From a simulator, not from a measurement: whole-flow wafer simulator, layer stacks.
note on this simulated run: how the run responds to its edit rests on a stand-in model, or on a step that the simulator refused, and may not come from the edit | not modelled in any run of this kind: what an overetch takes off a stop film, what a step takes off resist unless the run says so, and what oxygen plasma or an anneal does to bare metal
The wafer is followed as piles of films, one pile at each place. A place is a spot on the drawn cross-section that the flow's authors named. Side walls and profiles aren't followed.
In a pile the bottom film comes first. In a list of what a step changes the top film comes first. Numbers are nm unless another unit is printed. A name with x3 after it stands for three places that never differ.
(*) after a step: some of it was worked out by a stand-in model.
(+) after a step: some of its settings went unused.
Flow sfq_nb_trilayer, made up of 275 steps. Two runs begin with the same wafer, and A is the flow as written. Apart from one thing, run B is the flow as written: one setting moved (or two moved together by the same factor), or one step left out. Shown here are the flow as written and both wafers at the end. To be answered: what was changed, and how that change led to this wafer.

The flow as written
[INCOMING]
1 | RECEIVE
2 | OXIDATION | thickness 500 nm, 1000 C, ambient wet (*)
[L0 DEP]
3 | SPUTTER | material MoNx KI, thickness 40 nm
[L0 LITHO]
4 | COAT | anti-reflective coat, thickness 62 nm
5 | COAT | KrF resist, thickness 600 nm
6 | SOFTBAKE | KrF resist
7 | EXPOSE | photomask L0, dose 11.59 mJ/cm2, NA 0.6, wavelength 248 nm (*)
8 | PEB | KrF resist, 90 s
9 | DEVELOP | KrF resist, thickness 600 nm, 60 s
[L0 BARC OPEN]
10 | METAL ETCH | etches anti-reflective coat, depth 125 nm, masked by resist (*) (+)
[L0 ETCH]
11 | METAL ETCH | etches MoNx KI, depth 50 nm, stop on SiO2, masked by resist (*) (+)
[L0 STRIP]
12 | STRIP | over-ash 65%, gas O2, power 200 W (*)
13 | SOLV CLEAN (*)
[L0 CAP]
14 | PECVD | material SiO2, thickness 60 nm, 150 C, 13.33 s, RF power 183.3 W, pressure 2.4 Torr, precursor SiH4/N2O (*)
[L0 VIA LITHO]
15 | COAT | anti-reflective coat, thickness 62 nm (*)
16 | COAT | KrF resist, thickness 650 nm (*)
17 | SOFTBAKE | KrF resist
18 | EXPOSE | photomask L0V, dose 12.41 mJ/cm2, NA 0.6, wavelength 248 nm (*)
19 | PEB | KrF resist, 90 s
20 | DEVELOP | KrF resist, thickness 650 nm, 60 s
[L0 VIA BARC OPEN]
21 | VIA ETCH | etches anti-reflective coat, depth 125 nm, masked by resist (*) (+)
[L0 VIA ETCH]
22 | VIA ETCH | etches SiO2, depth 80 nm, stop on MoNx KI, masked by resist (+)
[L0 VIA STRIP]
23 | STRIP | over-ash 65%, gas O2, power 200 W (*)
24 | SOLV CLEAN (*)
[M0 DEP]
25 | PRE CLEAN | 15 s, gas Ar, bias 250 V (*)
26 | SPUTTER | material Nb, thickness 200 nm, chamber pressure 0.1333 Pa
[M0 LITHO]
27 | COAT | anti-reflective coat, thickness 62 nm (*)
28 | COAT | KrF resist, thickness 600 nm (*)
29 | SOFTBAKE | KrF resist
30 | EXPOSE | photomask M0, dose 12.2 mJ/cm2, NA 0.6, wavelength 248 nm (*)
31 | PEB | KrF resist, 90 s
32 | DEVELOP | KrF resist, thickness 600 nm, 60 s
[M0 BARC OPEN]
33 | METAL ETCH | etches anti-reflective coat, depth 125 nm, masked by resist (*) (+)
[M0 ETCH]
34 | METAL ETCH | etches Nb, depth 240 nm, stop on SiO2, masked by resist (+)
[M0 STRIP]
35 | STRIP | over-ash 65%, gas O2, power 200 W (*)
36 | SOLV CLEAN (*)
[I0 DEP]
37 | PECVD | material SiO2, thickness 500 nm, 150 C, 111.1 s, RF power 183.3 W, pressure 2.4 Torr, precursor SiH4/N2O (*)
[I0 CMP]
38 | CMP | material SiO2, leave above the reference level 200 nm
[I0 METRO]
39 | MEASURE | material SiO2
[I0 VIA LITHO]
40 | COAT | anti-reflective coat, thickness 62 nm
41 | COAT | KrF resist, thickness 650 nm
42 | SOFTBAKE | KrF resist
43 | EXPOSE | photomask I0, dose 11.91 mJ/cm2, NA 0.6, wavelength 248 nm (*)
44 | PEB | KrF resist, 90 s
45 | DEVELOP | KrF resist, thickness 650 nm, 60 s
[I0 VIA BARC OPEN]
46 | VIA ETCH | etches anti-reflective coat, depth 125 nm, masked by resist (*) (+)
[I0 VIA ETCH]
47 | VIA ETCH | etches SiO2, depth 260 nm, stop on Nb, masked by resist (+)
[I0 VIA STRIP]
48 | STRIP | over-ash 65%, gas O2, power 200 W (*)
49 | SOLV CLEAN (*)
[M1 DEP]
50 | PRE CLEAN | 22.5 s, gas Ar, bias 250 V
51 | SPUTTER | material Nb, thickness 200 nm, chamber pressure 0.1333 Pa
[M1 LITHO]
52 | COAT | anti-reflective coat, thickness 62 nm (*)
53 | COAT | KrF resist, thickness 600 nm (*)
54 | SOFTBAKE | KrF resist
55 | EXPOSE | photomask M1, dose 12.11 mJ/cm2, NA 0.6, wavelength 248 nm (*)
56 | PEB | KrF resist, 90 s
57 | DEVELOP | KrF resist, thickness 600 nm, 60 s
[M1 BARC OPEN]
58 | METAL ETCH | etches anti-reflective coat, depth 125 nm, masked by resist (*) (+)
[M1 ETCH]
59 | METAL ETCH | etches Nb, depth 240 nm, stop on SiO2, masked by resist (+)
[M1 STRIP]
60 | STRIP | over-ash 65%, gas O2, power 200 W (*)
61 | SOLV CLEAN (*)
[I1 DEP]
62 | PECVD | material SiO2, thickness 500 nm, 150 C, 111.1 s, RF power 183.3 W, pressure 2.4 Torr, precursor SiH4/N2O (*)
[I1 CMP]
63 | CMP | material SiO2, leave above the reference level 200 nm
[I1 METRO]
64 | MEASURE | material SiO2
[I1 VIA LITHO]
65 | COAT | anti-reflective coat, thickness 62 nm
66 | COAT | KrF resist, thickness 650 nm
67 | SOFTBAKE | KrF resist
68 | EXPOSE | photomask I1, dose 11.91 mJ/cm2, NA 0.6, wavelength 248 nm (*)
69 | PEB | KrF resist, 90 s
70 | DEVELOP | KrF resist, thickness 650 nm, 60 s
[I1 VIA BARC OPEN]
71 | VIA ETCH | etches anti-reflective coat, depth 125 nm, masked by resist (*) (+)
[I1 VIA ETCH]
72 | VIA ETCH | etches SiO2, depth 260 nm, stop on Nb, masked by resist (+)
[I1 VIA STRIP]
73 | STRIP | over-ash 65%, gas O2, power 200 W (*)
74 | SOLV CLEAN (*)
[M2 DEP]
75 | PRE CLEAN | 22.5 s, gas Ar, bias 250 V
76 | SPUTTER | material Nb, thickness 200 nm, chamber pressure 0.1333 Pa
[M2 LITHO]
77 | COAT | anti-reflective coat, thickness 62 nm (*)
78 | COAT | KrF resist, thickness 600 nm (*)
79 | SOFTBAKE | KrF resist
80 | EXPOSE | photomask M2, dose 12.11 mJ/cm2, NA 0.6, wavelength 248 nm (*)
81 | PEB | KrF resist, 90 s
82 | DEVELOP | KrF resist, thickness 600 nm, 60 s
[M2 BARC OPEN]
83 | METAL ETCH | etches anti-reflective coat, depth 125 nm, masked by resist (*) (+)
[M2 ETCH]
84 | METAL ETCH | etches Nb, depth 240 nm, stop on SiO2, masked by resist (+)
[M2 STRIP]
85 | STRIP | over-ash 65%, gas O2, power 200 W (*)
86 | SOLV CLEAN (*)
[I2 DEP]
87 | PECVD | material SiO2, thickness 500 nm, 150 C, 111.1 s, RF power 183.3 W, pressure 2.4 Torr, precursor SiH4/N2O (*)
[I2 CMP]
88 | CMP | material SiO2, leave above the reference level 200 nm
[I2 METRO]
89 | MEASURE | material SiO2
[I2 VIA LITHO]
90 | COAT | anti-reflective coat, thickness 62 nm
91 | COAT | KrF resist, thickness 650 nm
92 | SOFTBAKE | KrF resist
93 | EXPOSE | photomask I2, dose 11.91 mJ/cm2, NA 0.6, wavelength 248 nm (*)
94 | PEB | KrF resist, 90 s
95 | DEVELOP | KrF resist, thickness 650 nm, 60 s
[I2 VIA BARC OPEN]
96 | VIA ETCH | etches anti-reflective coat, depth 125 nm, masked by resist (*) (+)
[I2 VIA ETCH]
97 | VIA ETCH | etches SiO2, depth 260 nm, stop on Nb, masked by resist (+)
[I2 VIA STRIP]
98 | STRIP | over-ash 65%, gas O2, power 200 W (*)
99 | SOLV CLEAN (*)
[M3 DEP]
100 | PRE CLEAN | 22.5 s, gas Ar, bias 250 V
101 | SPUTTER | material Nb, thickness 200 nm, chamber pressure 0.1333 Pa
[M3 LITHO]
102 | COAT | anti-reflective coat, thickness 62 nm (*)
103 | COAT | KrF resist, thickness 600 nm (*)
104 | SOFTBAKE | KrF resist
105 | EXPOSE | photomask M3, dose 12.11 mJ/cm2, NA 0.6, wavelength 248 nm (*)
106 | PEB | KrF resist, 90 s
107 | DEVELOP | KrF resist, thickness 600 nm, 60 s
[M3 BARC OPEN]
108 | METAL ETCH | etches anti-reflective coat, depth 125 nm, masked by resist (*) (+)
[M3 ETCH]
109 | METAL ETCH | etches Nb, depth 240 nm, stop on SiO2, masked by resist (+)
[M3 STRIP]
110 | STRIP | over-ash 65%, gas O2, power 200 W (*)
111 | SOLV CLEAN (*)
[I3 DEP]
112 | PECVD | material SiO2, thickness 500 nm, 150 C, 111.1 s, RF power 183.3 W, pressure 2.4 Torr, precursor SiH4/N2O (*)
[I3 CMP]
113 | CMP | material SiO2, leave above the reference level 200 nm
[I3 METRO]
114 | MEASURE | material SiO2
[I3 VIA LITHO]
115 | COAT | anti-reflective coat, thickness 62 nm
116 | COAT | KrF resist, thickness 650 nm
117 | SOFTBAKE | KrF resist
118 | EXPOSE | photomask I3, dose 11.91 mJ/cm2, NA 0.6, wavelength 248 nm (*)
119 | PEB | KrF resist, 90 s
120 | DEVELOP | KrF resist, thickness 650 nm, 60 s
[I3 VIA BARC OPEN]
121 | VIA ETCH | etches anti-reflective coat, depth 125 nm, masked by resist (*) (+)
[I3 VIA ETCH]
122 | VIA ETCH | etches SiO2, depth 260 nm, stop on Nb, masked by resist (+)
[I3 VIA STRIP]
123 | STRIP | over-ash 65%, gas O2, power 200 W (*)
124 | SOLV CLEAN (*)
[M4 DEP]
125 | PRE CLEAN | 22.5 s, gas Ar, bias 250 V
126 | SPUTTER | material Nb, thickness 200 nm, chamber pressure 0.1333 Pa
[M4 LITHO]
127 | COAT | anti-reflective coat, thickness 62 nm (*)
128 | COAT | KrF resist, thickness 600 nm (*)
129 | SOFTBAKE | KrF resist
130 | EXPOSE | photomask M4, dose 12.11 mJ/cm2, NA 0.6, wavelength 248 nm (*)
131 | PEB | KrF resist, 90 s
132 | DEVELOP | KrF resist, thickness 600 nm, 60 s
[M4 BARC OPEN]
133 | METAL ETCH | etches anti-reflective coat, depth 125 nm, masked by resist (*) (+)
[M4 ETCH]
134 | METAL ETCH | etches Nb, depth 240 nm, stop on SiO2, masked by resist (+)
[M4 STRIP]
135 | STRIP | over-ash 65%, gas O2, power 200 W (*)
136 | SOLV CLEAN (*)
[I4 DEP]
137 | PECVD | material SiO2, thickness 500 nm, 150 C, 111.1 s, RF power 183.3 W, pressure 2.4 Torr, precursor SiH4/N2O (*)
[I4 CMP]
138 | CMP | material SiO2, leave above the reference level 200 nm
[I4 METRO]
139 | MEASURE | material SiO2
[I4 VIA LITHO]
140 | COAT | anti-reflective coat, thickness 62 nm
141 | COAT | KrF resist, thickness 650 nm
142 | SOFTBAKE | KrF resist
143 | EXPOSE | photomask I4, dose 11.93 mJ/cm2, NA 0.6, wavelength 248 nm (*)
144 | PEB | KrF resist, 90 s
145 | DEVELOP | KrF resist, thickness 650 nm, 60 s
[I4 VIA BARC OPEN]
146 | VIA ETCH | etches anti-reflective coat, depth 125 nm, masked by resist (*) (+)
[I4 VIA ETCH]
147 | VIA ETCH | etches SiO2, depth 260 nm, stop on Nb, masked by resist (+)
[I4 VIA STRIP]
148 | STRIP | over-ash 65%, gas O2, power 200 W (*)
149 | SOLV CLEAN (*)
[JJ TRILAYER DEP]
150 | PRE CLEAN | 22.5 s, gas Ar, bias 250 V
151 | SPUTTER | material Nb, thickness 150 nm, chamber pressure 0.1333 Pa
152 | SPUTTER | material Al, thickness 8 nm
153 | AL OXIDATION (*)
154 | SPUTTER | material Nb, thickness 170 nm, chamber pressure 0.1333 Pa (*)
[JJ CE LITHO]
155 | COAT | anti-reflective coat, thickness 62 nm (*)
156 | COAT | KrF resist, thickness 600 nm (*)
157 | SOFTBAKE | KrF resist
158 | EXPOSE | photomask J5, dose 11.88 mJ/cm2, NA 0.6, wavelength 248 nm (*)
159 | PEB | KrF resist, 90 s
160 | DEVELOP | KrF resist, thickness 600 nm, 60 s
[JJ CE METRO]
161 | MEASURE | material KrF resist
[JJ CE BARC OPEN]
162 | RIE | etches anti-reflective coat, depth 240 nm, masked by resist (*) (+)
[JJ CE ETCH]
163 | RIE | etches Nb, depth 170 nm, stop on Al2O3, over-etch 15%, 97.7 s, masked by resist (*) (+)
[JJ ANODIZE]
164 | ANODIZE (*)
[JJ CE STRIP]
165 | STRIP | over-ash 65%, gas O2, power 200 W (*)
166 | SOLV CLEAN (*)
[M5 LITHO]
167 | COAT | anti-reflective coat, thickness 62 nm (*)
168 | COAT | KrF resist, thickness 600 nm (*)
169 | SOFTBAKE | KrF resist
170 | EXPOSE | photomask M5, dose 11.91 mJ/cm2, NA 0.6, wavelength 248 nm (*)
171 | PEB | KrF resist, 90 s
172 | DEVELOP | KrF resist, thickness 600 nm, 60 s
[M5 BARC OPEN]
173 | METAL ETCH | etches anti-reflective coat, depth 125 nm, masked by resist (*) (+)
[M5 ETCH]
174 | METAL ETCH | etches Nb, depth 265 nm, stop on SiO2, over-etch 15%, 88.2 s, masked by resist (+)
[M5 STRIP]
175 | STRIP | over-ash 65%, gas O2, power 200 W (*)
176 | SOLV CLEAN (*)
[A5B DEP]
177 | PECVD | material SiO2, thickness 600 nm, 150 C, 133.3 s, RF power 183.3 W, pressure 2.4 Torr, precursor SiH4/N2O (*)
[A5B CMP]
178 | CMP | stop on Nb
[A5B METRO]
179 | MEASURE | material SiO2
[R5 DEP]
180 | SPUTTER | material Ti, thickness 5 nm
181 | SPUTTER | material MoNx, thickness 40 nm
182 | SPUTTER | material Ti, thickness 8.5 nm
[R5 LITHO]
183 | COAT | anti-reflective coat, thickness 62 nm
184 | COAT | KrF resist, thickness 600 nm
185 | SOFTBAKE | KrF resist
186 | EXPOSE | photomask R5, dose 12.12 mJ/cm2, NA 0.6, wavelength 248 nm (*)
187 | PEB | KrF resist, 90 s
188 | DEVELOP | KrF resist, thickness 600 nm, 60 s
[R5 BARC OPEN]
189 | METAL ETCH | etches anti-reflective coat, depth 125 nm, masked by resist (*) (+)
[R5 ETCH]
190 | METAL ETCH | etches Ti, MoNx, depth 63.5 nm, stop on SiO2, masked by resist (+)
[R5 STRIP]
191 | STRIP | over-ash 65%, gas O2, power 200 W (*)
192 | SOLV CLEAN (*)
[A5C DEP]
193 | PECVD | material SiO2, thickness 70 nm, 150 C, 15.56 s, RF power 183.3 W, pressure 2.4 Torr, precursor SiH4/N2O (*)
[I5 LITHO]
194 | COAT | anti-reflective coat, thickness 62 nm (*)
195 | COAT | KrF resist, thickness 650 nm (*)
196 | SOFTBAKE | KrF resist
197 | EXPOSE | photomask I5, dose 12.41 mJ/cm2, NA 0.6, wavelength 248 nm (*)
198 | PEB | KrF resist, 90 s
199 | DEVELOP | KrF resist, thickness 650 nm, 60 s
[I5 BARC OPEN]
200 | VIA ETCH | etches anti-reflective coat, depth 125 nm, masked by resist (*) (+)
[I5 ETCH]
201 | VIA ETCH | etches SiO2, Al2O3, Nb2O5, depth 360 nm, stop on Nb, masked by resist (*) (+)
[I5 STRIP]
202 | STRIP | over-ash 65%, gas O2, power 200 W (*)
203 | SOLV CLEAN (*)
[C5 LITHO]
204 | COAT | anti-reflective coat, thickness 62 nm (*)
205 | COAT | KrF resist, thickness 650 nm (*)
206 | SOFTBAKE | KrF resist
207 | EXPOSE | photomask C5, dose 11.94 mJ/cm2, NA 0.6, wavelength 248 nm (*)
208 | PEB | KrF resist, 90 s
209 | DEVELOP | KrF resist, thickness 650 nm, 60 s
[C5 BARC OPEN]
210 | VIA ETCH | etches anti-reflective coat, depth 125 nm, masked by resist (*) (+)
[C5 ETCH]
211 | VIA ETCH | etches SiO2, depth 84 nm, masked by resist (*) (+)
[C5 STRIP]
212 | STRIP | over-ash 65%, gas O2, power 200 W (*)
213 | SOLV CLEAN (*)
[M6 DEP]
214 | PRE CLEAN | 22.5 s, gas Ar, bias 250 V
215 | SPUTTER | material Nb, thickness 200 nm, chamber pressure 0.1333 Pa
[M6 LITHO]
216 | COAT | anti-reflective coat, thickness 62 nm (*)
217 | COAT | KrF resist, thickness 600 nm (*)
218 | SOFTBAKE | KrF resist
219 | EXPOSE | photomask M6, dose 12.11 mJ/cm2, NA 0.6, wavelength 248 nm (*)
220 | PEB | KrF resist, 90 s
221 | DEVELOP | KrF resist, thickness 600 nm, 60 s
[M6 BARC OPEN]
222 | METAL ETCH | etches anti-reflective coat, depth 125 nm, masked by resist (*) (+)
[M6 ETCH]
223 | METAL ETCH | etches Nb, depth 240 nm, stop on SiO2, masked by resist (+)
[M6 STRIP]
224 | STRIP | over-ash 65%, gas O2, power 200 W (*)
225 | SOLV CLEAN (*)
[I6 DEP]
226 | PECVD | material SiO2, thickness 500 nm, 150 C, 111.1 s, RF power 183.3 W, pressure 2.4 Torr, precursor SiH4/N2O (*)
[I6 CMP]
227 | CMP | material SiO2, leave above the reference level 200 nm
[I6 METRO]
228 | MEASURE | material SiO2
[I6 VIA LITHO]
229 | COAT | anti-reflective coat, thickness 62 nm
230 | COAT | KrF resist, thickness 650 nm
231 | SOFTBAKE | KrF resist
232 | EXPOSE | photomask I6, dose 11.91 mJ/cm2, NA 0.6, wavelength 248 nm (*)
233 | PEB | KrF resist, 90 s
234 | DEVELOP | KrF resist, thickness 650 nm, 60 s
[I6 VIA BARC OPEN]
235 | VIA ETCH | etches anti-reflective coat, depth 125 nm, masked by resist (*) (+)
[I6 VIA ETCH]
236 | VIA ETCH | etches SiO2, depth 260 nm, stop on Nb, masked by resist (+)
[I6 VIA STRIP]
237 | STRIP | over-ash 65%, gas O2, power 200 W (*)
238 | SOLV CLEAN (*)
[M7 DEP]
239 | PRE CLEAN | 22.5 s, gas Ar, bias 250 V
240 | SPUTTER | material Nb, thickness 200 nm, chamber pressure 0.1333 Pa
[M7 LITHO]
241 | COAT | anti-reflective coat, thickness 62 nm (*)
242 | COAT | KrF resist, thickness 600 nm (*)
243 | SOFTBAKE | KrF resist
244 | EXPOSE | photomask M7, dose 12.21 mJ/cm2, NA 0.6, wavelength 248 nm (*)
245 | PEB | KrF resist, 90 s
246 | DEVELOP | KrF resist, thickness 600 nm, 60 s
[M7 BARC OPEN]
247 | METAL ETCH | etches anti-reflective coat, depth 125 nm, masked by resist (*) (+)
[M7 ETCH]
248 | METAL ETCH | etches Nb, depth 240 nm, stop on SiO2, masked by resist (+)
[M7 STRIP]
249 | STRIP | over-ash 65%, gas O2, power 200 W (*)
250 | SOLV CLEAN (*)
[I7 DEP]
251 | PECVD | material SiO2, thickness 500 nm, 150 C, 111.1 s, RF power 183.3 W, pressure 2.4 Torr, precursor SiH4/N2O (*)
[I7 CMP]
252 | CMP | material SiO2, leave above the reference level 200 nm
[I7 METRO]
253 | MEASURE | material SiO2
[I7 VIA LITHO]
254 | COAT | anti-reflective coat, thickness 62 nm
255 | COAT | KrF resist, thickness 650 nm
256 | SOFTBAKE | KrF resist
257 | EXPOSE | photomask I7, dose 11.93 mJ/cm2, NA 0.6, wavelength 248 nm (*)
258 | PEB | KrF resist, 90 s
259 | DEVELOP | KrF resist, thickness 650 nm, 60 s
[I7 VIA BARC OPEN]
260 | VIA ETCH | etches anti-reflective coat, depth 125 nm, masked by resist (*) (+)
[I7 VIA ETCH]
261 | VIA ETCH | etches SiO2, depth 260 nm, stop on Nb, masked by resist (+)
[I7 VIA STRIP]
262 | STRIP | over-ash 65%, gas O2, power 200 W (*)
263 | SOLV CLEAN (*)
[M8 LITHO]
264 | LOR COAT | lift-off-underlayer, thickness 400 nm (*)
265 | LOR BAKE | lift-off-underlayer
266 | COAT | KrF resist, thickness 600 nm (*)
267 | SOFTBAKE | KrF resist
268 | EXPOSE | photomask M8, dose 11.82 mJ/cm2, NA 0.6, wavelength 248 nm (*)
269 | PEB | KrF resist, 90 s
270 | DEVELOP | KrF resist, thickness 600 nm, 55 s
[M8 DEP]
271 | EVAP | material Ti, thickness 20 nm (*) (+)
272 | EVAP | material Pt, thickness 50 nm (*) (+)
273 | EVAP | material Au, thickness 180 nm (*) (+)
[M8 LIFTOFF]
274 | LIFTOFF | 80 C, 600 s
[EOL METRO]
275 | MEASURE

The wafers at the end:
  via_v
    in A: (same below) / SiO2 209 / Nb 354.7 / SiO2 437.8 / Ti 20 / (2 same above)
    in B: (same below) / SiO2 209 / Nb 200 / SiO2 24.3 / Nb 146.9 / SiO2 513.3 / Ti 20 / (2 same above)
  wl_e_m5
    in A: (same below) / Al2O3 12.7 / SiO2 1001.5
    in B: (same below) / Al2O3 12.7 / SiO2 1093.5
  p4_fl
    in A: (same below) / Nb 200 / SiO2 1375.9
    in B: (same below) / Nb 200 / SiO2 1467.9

Cause: step 227, CMP: leave above the reference level 292 nm was run, while the flow as written has leave above the reference level 200 nm.

Step by step, how the change led to this:
  227 | CMP | material SiO2, leave above the reference level 200 nm
      lsp_r, l0_sur, l0v: A SiO2 loses 91.9 | B nothing
      field_l, p4_fl, p4_fm and 59 more: A SiO2 loses 100 | B SiO2 loses 8
      (and at 41 other places as well)
  236 | VIA ETCH | etches SiO2, depth 260 nm, stop on Nb, masked by resist (+)
      via_v: A SiO2 loses 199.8 (all of it) | B SiO2 loses 260
  239 | PRE CLEAN | 22.5 s, gas Ar, bias 250 V
      via_v: A Nb loses 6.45 | B SiO2 loses 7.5
  240 | SPUTTER | material Nb, thickness 200 nm, chamber pressure 0.1333 Pa
      via_v: A Nb gains 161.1 | B Nb gains 146.9 (new film)
  241 | COAT | anti-reflective coat, thickness 62 nm (*)
      via_sp: A anti-reflective coat gains 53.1 (new film) | B anti-reflective coat gains 50 (new film)
      via_v: A anti-reflective coat gains 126 (new film) | B anti-reflective coat gains 129.5 (new film)
      (and at 1 other place as well)
  242 | COAT | KrF resist, thickness 600 nm (*)
      via_v: A KrF resist gains 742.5 (new film) | B KrF resist gains 801.5 (new film)
  249 | STRIP | over-ash 65%, gas O2, power 200 W (*)
      via_sp: A KrF resist loses 373.6 (all of it), anti-reflective coat loses 53.1 (all of it) | B KrF resist loses 369.5 (all of it), anti-reflective coat loses 50 (all of it)
      via_v: A KrF resist loses 524.5 (all of it), anti-reflective coat loses 126 (all of it) | B KrF resist loses 583.4 (all of it), anti-reflective coat loses 129.5 (all of it)
      (and at 1 other place as well)
  251 | PECVD | material SiO2, thickness 500 nm, 150 C, 111.1 s, RF power 183.3 W, pressure 2.4 Torr, precursor SiH4/N2O (*)
      via_v: A SiO2 gains 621 (new film) | B SiO2 gains 670.3 (new film)
  252 | CMP | material SiO2, leave above the reference level 200 nm
      via_v: A SiO2 loses 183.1 | B SiO2 loses 157.1
Taking metal films that touch as one body, via_v has 7 bodies (between them, from the top down: SiO2 513.3; SiO2 24.3; SiO2 209 / Al2O3 12.7 / Nb2O5 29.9; SiO2 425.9; SiO2 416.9; SiO2 192.5); the flow as written gives 6 bodies (between them, from the top down: SiO2 437.8; SiO2 209 / Al2O3 12.7 / Nb2O5 29.9; SiO2 425.9; SiO2 416.9; SiO2 192.5).
